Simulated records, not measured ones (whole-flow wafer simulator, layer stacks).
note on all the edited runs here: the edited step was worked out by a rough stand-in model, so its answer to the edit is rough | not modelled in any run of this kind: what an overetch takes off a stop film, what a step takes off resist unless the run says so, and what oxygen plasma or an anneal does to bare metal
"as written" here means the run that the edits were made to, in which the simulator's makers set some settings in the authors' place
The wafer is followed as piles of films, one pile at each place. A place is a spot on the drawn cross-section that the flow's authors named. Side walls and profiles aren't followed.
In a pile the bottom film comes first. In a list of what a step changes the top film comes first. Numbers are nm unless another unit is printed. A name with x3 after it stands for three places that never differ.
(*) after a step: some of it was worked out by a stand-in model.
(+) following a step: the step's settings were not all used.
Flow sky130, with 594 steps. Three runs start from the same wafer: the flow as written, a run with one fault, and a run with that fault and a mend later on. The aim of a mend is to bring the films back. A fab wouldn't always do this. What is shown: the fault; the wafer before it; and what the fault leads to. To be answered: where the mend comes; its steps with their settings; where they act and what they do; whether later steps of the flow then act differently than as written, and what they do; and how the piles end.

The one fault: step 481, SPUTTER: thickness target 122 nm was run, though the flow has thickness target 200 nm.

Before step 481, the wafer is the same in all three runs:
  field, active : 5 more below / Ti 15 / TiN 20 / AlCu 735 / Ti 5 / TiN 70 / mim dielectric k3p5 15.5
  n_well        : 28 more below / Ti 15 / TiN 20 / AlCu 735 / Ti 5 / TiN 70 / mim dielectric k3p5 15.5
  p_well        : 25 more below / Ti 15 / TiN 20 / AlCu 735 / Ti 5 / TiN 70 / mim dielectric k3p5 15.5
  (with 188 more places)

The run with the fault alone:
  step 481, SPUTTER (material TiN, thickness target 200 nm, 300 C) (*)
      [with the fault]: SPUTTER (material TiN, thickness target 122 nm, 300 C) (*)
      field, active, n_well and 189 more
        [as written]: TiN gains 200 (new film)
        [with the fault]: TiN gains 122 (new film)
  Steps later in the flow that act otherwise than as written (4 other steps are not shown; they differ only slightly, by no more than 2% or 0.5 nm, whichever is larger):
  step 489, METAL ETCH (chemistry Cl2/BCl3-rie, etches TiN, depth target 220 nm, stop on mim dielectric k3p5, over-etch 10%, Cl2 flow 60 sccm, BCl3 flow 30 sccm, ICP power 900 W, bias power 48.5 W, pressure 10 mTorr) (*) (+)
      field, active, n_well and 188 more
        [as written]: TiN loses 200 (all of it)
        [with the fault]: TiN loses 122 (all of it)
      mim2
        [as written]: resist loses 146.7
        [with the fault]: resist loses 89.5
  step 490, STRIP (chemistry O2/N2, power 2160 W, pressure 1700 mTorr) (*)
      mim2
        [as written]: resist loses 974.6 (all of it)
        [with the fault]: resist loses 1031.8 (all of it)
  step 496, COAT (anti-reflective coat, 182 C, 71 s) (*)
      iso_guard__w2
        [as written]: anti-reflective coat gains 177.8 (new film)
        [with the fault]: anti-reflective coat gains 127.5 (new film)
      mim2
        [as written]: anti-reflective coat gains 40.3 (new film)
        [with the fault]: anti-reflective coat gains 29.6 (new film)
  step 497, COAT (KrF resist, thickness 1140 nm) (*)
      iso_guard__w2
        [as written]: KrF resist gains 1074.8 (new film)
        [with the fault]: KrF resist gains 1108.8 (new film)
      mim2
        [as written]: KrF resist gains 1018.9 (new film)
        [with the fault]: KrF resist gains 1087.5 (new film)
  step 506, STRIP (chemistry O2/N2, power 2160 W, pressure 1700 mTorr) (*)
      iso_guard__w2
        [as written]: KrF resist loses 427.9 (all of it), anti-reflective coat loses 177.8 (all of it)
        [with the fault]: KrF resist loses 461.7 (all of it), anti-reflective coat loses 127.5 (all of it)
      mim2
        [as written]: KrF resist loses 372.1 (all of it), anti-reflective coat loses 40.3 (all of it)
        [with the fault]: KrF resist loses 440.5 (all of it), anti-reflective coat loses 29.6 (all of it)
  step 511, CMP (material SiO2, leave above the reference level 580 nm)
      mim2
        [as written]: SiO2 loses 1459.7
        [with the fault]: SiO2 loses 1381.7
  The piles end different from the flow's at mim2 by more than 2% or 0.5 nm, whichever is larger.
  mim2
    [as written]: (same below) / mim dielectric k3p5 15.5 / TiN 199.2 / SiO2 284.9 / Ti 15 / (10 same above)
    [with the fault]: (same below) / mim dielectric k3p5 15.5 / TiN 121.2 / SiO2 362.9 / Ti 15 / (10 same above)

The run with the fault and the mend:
  The mend follows step 481.
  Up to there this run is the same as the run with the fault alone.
  step 481a, SPUTTER (material TiN, thickness target 78 nm, 300 C) (*) (the flow's step 481 again, with other settings)
      field, active, n_well and 189 more
        TiN gains 78
  Later steps of the flow that are run all act as written at every place that is followed.
  At every place that both follow, the piles at the end match the flow's.
